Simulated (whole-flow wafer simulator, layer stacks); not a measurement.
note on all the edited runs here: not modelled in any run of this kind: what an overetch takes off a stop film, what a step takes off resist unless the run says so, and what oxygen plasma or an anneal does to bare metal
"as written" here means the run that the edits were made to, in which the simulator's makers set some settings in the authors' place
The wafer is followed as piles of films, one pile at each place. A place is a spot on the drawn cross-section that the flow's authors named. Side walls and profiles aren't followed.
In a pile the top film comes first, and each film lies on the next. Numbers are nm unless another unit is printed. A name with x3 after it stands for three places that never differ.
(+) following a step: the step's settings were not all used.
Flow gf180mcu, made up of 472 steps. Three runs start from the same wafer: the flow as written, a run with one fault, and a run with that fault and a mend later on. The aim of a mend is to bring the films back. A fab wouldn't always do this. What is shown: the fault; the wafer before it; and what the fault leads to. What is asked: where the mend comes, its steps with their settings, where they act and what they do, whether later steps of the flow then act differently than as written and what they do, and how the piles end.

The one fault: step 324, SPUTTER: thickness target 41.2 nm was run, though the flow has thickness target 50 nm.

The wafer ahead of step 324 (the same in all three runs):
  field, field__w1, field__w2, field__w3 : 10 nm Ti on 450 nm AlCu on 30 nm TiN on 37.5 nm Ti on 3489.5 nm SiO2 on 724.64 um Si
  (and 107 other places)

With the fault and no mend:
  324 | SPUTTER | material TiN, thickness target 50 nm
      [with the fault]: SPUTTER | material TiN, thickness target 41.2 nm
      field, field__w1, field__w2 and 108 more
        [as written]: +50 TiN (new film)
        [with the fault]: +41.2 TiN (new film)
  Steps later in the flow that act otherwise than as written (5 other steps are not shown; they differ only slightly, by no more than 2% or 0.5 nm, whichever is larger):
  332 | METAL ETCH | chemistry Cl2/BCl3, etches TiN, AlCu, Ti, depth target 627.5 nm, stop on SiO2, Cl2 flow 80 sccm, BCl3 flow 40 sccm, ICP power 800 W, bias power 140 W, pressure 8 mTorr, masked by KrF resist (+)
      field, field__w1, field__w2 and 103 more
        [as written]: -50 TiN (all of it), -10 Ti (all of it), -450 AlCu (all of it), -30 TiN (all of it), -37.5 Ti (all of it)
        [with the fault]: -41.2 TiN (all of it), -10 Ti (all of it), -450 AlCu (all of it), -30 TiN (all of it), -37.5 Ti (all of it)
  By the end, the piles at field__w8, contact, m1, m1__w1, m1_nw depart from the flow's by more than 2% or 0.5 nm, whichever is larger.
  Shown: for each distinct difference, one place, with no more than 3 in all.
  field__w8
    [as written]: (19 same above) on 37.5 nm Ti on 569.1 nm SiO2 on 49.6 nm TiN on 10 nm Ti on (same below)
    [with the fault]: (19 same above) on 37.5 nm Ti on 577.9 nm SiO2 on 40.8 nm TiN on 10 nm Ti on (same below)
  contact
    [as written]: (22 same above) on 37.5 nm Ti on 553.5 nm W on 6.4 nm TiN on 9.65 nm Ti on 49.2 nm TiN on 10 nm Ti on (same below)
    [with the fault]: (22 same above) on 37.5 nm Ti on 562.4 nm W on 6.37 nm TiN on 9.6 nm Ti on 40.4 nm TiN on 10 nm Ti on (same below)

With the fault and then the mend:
  After step 324 comes the mend.
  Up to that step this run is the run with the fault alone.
  324a | SPUTTER | material TiN, thickness target 8.8 nm (a further turn of the flow's step 324, with different settings)
      field, field__w1, field__w2 and 108 more
        +8.8 TiN
  Later steps of the flow that are run all act as written at every place that is followed.
  The piles end the same as the flow's at every place that both follow.
